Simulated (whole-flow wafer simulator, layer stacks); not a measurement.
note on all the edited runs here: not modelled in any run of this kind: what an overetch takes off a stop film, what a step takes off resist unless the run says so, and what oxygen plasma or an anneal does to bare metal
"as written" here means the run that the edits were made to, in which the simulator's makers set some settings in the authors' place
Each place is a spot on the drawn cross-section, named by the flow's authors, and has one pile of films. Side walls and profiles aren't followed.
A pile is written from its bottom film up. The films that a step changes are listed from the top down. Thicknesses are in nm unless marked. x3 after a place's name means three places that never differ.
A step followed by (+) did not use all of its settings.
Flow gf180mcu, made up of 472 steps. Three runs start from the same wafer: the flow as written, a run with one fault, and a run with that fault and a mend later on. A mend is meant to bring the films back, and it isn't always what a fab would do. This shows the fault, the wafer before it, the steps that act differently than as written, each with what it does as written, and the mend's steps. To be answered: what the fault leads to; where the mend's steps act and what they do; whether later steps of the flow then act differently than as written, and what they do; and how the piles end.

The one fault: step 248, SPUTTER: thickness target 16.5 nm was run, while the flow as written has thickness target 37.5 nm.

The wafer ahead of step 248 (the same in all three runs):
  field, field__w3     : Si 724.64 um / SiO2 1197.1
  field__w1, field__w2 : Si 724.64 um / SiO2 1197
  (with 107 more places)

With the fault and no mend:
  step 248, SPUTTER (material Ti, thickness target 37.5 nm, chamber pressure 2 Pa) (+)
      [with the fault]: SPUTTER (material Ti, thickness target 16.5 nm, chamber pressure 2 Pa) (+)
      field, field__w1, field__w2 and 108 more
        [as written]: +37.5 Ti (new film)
        [with the fault]: +16.5 Ti (new film)
  Steps further on in the flow that do not act as written:
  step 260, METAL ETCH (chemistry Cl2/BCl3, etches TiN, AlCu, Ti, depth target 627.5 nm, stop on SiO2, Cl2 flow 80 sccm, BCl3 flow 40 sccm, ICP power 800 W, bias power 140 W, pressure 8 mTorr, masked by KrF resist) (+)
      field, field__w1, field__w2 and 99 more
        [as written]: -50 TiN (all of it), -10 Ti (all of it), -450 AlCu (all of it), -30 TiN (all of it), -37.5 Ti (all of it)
        [with the fault]: -50 TiN (all of it), -10 Ti (all of it), -450 AlCu (all of it), -30 TiN (all of it), -16.5 Ti (all of it)
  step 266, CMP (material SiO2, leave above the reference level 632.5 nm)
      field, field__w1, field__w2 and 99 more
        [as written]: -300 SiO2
        [with the fault]: -321 SiO2
  By the end, the piles at field__w8, contact, m1 and 6 more depart from the flow's by more than 2% or 0.5 nm, whichever is larger.
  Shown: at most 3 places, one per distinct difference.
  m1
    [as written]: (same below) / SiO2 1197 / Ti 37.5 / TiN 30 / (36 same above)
    [with the fault]: (same below) / SiO2 1197 / Ti 16.5 / TiN 30 / (36 same above)
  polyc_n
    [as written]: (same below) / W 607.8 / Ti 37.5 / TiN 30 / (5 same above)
    [with the fault]: (same below) / W 607.8 / Ti 16.5 / TiN 30 / (5 same above)
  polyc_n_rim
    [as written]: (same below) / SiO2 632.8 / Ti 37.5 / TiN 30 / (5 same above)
    [with the fault]: (same below) / SiO2 632.8 / Ti 16.5 / TiN 30 / (5 same above)

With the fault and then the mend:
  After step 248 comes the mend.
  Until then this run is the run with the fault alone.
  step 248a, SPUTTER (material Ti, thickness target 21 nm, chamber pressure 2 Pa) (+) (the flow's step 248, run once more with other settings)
      field, field__w1, field__w2 and 108 more
        +21 Ti
  Every later step of the flow that is run acts as written at every place that is followed.
  By the end, the piles equal the flow's at every place that both follow.
